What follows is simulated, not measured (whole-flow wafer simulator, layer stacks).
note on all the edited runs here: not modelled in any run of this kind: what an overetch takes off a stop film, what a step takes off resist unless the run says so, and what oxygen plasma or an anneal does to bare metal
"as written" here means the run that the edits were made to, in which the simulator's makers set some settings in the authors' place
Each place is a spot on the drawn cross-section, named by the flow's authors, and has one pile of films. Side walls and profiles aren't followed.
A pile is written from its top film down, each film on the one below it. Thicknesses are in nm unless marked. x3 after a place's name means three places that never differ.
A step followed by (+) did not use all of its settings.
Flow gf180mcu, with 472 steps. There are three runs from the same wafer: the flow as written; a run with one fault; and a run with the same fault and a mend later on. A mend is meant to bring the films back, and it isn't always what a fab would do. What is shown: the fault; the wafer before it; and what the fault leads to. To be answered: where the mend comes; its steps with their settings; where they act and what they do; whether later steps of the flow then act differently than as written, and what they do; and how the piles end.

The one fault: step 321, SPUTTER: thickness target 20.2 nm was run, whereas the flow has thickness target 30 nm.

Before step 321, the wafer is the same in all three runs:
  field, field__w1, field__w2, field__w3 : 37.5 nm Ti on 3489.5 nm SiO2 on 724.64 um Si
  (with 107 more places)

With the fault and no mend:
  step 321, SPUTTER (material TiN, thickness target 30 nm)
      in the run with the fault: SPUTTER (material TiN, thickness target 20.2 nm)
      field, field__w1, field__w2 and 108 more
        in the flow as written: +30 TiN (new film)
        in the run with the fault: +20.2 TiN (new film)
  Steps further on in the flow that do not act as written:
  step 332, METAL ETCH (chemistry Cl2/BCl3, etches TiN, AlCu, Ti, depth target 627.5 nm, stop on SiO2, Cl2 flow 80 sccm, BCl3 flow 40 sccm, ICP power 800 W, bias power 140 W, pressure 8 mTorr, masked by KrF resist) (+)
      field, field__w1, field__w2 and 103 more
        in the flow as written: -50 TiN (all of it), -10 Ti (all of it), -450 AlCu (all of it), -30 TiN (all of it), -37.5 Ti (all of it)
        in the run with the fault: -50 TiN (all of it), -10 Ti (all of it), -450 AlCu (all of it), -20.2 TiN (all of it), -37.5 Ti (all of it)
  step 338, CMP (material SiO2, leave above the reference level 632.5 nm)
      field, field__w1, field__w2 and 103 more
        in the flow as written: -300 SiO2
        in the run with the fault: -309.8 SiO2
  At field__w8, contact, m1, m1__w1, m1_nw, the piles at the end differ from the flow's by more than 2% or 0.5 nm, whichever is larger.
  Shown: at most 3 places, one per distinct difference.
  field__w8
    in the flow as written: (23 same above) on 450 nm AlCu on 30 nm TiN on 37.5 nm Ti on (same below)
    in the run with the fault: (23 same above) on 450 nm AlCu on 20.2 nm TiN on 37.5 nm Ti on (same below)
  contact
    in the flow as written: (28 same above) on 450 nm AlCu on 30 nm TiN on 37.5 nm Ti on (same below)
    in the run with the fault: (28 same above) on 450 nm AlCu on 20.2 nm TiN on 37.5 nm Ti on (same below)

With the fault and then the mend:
  The mend follows step 321.
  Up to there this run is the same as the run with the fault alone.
  step 321a, SPUTTER (material TiN, thickness target 9.8 nm) (a further turn of the flow's step 321, with different settings)
      field, field__w1, field__w2 and 108 more
        +9.8 TiN
  None of the later steps of the flow acts differently than as written at any place that is followed.
  By the end, the piles equal the flow's at every place that both follow.
